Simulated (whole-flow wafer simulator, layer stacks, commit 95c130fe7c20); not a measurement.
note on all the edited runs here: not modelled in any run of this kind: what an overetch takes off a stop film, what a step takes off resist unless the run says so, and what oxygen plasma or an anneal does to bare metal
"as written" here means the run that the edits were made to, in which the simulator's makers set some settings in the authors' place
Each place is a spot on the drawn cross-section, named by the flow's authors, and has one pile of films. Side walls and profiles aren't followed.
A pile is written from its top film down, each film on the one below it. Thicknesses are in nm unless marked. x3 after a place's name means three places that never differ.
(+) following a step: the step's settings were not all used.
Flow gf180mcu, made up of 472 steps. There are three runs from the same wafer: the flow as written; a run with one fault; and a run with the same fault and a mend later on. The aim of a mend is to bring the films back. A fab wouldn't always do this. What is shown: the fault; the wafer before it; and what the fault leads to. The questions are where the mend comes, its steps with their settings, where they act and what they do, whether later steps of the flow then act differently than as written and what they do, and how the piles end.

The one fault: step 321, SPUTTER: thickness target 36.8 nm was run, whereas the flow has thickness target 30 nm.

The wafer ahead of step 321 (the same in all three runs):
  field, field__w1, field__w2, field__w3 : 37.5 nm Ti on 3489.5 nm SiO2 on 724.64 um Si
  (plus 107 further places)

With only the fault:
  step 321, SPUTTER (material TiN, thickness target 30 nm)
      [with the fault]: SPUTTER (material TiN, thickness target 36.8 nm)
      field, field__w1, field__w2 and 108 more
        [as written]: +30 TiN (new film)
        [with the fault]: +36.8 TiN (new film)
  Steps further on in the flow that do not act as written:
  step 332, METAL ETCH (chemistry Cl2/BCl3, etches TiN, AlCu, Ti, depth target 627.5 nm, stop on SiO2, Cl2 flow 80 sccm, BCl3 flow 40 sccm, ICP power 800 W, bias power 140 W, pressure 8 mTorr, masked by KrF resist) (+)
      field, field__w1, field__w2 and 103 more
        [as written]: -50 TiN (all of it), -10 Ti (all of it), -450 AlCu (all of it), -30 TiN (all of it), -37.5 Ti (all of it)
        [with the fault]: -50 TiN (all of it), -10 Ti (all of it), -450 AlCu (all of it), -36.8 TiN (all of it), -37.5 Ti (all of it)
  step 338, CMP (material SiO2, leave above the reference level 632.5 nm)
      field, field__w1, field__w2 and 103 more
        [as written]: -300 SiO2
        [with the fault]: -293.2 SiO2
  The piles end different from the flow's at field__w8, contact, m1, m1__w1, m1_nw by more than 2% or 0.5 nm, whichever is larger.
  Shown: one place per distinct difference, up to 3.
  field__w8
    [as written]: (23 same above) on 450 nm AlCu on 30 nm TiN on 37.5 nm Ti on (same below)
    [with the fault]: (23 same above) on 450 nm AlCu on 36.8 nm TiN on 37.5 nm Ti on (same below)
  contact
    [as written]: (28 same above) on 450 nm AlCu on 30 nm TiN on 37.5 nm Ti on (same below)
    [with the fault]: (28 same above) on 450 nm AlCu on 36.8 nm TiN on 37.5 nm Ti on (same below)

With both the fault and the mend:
  The mend stands after step 321.
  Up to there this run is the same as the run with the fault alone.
  step 321a, METAL ETCH (chemistry Cl2/BCl3, etches TiN, AlCu, Ti, depth target 6.8 nm, Cl2 flow 80 sccm, BCl3 flow 40 sccm, ICP power 800 W, bias power 140 W, pressure 8 mTorr) (the flow's step 260 again, with other settings)
      field, field__w1, field__w2 and 108 more
        -6.8 TiN
  None of the later steps of the flow acts differently than as written at any place that is followed.
  At every place that both follow, the piles at the end match the flow's.
